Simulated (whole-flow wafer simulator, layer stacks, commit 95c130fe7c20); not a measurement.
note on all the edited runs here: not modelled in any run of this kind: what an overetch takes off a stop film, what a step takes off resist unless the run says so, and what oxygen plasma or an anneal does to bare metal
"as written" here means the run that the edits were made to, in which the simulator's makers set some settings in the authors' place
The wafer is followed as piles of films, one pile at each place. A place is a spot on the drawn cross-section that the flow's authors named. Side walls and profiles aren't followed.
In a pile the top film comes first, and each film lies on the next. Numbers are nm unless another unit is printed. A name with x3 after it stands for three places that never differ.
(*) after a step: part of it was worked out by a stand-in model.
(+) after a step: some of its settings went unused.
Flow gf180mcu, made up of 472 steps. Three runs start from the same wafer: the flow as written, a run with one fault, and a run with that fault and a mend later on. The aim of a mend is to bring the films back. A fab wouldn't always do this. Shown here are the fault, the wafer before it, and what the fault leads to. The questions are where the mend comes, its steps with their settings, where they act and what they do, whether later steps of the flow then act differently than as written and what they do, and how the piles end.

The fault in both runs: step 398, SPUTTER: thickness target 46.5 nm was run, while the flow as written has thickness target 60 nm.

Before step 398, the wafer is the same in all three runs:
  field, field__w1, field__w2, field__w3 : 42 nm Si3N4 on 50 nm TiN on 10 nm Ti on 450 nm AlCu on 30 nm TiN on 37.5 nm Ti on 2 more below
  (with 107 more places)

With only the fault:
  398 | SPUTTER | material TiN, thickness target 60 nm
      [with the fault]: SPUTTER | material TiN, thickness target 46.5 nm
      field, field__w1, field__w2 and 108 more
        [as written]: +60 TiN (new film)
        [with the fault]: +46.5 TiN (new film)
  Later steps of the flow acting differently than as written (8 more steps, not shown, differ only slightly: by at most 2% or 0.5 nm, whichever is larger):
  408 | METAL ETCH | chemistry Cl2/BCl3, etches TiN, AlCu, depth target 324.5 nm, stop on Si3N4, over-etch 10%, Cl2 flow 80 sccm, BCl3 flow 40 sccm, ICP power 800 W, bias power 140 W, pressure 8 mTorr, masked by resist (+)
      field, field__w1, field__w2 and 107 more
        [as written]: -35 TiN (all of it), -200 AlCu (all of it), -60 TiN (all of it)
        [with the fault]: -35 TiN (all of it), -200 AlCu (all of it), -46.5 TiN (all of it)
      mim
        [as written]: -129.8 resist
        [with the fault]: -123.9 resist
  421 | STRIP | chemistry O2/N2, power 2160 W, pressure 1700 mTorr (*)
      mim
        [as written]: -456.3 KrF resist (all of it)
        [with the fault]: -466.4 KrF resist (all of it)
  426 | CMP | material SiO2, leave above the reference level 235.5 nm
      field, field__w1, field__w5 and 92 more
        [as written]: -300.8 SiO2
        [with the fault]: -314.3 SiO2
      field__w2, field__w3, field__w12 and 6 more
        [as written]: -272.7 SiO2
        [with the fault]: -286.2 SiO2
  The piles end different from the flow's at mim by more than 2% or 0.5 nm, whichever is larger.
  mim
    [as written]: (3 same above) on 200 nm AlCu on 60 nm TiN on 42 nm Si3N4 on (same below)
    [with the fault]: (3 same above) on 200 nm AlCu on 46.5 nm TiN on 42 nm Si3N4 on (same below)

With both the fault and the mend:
  The mend follows step 398.
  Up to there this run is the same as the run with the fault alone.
  398a | SPUTTER | material TiN, thickness target 13.5 nm (a further turn of the flow's step 398, with different settings)
      field, field__w1, field__w2 and 108 more
        +13.5 TiN
  Every later step of the flow that is run acts as written at every place that is followed.
  The piles end the same as the flow's at every place that both follow.
